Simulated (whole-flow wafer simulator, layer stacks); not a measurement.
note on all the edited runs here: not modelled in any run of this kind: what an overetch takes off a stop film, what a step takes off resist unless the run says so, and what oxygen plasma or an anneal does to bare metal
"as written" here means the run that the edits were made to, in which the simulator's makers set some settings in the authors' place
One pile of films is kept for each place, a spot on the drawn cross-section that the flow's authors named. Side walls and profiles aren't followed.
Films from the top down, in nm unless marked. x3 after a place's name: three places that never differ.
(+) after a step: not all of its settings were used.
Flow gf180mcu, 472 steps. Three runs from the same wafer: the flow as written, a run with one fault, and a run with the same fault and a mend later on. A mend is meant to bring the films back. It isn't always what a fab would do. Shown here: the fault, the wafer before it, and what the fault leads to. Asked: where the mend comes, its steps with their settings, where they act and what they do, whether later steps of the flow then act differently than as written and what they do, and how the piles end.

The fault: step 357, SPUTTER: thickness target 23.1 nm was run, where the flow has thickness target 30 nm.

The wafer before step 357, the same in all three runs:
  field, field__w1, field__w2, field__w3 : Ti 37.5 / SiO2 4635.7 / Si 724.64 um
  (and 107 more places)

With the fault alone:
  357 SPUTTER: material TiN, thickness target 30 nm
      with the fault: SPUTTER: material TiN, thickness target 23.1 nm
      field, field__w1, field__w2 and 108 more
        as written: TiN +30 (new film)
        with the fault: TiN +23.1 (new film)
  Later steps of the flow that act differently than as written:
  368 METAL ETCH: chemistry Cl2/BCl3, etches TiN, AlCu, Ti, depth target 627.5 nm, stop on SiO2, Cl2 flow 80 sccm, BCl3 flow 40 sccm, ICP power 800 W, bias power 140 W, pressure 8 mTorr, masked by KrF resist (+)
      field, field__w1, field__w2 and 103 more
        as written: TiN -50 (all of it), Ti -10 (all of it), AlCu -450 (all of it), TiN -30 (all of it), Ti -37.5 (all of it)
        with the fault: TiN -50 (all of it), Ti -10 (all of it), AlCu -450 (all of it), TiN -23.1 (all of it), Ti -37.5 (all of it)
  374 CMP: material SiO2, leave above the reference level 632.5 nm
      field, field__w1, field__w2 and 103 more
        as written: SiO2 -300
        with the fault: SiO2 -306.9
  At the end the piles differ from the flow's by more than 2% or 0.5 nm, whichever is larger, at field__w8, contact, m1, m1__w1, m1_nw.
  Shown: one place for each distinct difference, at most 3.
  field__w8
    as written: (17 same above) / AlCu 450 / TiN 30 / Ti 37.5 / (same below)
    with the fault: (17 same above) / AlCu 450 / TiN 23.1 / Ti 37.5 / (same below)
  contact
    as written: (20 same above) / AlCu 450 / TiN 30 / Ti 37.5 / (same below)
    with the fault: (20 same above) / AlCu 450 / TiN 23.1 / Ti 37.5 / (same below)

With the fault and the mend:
  The mend comes after step 357.
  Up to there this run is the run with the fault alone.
  357a SPUTTER: material TiN, thickness target 6.9 nm (the flow's step 357 once more, with other settings)
      field, field__w1, field__w2 and 108 more
        TiN +6.9
  No later step of the flow acts differently than as written at any place that is followed.
  At the end the piles are the same as the flow's at every place that both follow.
